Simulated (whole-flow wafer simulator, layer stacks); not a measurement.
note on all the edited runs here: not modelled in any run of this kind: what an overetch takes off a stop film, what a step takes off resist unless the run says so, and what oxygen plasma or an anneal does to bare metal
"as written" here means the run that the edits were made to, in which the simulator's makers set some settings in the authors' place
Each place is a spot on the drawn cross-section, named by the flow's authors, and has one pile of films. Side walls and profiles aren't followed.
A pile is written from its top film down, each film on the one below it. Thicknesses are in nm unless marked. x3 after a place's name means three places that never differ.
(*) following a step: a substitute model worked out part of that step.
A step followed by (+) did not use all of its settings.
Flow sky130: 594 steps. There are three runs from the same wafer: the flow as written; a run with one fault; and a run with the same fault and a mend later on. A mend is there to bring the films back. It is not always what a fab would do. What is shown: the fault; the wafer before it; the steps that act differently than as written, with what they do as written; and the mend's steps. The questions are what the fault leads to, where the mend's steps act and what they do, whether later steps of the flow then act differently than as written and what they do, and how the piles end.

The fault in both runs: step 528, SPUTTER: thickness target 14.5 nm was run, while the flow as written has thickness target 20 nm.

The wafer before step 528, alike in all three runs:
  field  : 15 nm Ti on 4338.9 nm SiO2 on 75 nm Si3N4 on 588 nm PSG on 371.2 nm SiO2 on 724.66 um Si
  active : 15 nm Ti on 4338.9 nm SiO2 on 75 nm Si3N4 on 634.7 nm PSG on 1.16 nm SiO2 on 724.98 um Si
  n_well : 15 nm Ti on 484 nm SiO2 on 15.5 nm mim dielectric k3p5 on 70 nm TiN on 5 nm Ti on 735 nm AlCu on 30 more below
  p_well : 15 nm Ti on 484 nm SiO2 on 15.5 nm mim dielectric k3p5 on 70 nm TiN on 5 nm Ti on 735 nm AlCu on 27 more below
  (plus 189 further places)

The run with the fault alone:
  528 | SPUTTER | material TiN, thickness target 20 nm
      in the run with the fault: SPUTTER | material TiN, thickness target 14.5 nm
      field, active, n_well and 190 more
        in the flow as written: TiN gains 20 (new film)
        in the run with the fault: TiN gains 14.5 (new film)
  Steps later in the flow that act otherwise than as written (19 other steps are not shown; they differ only slightly, by no more than 2% or 0.5 nm, whichever is larger):
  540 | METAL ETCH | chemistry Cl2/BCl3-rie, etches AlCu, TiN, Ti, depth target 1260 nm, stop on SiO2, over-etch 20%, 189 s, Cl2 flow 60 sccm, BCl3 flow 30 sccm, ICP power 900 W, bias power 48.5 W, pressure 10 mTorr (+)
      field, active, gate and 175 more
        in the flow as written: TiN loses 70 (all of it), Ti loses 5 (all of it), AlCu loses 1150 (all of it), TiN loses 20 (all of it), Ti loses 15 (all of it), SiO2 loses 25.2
        in the run with the fault: TiN loses 70 (all of it), Ti loses 5 (all of it), AlCu loses 1150 (all of it), TiN loses 14.5 (all of it), Ti loses 15 (all of it), SiO2 loses 25.8
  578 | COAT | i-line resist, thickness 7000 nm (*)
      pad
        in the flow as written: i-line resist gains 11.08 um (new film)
        in the run with the fault: i-line resist gains 11.09 um (new film)
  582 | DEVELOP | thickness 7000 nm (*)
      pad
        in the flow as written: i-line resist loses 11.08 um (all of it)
        in the run with the fault: i-line resist loses 11.09 um (all of it)
  By the end, the piles at n_well, p_well, sd_n and 12 more depart from the flow's by more than 2% or 0.5 nm, whichever is larger.
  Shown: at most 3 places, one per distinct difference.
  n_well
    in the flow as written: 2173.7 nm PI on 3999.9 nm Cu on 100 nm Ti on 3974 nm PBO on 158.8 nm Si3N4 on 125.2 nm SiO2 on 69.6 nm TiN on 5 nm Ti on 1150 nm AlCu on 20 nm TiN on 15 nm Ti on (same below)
    in the run with the fault: 2174.3 nm PI on 3999.9 nm Cu on 100 nm Ti on 3978 nm PBO on 158.8 nm Si3N4 on 125.2 nm SiO2 on 69.6 nm TiN on 5 nm Ti on 1150 nm AlCu on 14.5 nm TiN on 15 nm Ti on (same below)
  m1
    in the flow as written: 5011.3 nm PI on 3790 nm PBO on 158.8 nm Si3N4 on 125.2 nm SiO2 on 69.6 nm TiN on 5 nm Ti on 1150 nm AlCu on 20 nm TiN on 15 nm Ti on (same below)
    in the run with the fault: 5011.6 nm PI on 3794.6 nm PBO on 158.8 nm Si3N4 on 125.2 nm SiO2 on 69.6 nm TiN on 5 nm Ti on 1150 nm AlCu on 14.5 nm TiN on 15 nm Ti on (same below)
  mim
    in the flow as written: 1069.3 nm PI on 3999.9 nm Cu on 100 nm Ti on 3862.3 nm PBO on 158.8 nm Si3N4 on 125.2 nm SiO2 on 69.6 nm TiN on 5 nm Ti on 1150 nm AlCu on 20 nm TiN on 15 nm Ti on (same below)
    in the run with the fault: 1069.8 nm PI on 3999.9 nm Cu on 100 nm Ti on 3866.5 nm PBO on 158.8 nm Si3N4 on 125.2 nm SiO2 on 69.6 nm TiN on 5 nm Ti on 1150 nm AlCu on 14.5 nm TiN on 15 nm Ti on (same below)

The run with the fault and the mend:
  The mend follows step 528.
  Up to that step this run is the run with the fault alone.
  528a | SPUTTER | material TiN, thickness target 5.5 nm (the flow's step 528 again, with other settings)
      field, active, n_well and 190 more
        TiN gains 5.5
  Every later step of the flow that is run acts as written at every place that is followed.
  At every place that both follow, the piles at the end match the flow's.
